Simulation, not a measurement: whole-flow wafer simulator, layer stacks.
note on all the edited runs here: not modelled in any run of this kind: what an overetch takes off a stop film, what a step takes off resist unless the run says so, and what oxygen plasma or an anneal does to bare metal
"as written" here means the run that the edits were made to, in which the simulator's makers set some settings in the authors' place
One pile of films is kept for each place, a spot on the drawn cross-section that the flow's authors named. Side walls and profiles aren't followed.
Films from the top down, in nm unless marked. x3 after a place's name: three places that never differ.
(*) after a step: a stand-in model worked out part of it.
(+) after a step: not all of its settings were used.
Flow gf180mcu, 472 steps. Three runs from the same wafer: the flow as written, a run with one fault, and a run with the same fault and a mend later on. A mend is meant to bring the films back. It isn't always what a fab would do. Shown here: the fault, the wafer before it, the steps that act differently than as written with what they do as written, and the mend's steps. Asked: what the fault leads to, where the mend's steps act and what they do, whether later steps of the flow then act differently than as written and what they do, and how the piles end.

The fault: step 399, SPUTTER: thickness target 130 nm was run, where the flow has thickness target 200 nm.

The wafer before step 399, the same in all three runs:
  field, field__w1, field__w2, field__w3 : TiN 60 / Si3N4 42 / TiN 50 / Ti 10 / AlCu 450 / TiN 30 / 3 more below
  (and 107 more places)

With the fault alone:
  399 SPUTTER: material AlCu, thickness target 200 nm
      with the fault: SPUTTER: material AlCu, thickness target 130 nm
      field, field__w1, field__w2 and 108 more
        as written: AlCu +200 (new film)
        with the fault: AlCu +130 (new film)
  Later steps of the flow that act differently than as written (4 more steps differ only slightly, by at most 2% or 0.5 nm, whichever is larger, and aren't shown):
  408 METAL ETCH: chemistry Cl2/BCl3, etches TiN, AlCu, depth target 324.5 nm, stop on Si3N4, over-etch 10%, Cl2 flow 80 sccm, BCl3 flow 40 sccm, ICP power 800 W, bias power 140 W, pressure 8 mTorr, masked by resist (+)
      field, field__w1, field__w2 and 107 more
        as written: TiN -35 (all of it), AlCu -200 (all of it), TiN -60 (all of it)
        with the fault: TiN -35 (all of it), AlCu -130 (all of it), TiN -60 (all of it)
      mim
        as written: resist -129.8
        with the fault: resist -99
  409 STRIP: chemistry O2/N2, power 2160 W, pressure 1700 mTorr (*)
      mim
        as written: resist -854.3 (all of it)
        with the fault: resist -885.1 (all of it)
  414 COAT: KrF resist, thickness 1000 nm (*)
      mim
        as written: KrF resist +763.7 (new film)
        with the fault: KrF resist +817.7 (new film)
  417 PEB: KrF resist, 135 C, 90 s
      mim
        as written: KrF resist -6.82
        with the fault: KrF resist -7.68
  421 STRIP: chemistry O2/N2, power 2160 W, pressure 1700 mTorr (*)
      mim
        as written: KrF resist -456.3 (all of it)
        with the fault: KrF resist -509.4 (all of it)
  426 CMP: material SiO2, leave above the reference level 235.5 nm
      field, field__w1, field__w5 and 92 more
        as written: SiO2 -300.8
        with the fault: SiO2 -370.8
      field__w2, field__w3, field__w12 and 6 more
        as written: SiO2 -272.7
        with the fault: SiO2 -342.7
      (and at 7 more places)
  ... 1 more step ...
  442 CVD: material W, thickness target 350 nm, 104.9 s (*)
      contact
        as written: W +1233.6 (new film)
        with the fault: W +1163 (new film)
  At the end the piles differ from the flow's by more than 2% or 0.5 nm, whichever is larger, at field__w4, field__w8, contact, m1, m1__w1, mim, mim_1p0, m1_nw.
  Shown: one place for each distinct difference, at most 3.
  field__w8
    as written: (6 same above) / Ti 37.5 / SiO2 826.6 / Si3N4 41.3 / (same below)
    with the fault: (6 same above) / Ti 37.5 / SiO2 756.6 / Si3N4 41.3 / (same below)
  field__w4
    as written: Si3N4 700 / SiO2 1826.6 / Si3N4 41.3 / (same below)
    with the fault: Si3N4 700 / SiO2 1756.6 / Si3N4 41.3 / (same below)
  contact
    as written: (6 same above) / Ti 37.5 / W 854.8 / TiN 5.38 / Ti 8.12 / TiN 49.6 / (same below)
    with the fault: (6 same above) / Ti 37.5 / W 784.2 / TiN 5.6 / Ti 8.45 / TiN 49.6 / (same below)

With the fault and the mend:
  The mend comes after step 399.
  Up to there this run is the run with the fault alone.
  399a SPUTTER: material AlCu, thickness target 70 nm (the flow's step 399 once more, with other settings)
      field, field__w1, field__w2 and 108 more
        AlCu +70
  No later step of the flow acts differently than as written at any place that is followed.
  At the end the piles are the same as the flow's at every place that both follow.
